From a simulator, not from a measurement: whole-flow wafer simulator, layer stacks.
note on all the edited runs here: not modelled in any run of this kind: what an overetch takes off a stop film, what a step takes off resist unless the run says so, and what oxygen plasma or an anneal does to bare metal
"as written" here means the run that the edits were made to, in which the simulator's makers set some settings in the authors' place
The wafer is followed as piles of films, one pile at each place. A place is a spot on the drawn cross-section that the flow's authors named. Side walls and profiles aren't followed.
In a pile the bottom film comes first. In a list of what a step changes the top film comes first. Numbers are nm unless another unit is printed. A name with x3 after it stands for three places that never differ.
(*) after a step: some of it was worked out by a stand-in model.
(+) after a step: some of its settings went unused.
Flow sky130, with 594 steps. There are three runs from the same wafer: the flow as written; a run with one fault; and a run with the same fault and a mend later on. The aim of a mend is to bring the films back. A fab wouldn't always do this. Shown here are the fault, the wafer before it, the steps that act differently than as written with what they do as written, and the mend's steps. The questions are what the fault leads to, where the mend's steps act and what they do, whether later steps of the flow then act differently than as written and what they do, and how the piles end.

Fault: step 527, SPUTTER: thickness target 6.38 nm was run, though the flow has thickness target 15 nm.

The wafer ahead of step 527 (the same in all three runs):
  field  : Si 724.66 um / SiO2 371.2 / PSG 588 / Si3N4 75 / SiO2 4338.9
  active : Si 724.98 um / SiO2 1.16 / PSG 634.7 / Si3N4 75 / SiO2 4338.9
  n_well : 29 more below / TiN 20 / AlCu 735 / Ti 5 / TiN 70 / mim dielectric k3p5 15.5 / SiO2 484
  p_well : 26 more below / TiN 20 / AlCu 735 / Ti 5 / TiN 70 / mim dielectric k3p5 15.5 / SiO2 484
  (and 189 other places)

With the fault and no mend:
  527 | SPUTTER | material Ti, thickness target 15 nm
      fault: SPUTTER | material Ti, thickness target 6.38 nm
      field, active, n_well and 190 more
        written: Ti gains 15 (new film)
        fault: Ti gains 6.38 (new film)
  Steps later in the flow that act otherwise than as written (not shown: 19 more steps that differ only slightly, by at most 2% or 0.5 nm, whichever is larger):
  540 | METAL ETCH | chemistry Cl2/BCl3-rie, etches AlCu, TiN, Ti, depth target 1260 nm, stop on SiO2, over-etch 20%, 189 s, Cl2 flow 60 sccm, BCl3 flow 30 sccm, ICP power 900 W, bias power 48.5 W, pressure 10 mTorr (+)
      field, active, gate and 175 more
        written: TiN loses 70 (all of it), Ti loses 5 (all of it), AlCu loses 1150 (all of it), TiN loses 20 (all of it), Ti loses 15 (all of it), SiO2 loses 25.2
        fault: TiN loses 70 (all of it), Ti loses 5 (all of it), AlCu loses 1150 (all of it), TiN loses 20 (all of it), Ti loses 6.38 (all of it), SiO2 loses 26.1
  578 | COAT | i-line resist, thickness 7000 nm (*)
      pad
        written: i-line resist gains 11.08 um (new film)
        fault: i-line resist gains 11.09 um (new film)
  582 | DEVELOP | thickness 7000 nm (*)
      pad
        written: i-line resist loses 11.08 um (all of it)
        fault: i-line resist loses 11.09 um (all of it)
  By the end, the piles at n_well, p_well, sd_n and 12 more depart from the flow's by more than 2% or 0.5 nm, whichever is larger.
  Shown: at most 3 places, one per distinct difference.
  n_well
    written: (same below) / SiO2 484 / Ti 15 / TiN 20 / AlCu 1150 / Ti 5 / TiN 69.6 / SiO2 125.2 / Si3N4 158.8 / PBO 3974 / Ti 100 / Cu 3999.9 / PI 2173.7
    fault: (same below) / SiO2 484 / Ti 6.38 / TiN 20 / AlCu 1150 / Ti 5 / TiN 69.6 / SiO2 125.2 / Si3N4 158.8 / PBO 3980.2 / Ti 100 / Cu 3999.9 / PI 2174.7
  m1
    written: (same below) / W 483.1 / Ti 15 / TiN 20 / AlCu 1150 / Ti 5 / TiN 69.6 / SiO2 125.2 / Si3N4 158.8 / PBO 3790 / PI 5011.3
    fault: (same below) / W 483.1 / Ti 6.38 / TiN 20 / AlCu 1150 / Ti 5 / TiN 69.6 / SiO2 125.2 / Si3N4 158.8 / PBO 3797.2 / PI 5011.7
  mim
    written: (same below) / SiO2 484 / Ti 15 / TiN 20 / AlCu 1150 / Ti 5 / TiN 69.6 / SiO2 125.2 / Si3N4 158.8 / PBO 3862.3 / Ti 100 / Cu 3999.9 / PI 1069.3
    fault: (same below) / SiO2 484 / Ti 6.38 / TiN 20 / AlCu 1150 / Ti 5 / TiN 69.6 / SiO2 125.2 / Si3N4 158.8 / PBO 3868.9 / Ti 100 / Cu 3999.9 / PI 1070.1

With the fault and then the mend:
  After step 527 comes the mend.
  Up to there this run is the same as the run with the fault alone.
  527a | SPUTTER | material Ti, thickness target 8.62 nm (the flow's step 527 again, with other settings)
      field, active, n_well and 190 more
        Ti gains 8.62
  Every later step of the flow that is run acts as written at every place that is followed.
  At every place that both follow, the piles at the end match the flow's.
